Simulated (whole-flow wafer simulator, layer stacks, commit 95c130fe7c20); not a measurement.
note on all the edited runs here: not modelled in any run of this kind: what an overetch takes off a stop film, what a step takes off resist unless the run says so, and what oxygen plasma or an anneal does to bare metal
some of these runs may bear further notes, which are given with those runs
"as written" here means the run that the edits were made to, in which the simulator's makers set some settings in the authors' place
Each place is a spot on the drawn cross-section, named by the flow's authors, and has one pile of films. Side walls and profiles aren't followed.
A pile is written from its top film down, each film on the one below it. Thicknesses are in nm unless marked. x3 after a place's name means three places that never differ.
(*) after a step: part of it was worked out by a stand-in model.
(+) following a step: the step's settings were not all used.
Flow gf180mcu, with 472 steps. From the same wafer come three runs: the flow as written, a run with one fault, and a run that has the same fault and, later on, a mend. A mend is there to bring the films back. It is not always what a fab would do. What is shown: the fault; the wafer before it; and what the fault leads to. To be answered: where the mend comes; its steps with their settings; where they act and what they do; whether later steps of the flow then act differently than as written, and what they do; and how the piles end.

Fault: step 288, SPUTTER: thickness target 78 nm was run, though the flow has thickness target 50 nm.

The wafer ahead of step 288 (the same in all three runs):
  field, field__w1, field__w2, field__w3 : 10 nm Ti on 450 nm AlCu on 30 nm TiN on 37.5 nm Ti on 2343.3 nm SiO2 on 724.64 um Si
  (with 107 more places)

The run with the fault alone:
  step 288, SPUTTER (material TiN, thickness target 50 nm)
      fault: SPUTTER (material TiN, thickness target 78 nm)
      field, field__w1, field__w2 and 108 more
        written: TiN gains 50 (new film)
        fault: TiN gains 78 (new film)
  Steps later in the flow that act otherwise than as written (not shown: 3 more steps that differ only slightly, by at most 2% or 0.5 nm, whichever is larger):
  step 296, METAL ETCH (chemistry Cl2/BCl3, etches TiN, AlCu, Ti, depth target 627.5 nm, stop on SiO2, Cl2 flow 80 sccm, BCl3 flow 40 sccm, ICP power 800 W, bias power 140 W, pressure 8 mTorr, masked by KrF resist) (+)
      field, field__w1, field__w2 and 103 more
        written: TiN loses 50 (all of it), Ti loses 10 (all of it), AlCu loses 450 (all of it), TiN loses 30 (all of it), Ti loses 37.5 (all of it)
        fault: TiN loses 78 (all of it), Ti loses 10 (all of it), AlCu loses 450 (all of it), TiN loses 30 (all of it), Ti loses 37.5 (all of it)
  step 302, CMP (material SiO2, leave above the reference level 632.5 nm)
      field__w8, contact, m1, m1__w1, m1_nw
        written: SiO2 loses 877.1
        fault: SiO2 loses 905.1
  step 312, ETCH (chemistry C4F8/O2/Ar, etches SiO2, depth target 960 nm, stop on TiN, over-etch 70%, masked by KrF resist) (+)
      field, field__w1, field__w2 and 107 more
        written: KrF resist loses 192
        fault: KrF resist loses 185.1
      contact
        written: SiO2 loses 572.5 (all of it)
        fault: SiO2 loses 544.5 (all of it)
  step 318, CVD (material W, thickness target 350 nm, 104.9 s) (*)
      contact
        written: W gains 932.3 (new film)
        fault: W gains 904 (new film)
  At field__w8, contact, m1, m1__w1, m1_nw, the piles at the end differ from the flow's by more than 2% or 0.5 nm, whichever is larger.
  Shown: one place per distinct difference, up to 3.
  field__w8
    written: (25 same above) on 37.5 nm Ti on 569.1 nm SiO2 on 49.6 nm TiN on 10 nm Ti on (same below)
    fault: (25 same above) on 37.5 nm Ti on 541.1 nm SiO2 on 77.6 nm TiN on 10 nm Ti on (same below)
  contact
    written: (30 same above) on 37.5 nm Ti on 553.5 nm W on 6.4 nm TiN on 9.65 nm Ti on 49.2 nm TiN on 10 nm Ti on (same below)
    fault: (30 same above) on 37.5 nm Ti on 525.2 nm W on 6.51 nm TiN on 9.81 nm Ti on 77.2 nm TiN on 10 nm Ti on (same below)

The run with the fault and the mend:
  The mend stands after step 288.
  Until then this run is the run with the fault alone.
  step 288a, METAL ETCH (chemistry Cl2/BCl3, etches TiN, AlCu, Ti, depth target 28 nm, Cl2 flow 80 sccm, BCl3 flow 40 sccm, ICP power 800 W, bias power 140 W, pressure 8 mTorr) (a further turn of the flow's step 260, with different settings)
      field, field__w1, field__w2 and 108 more
        TiN loses 28
  Every later step of the flow that is run acts as written at every place that is followed.
  The piles end the same as the flow's at every place that both follow.
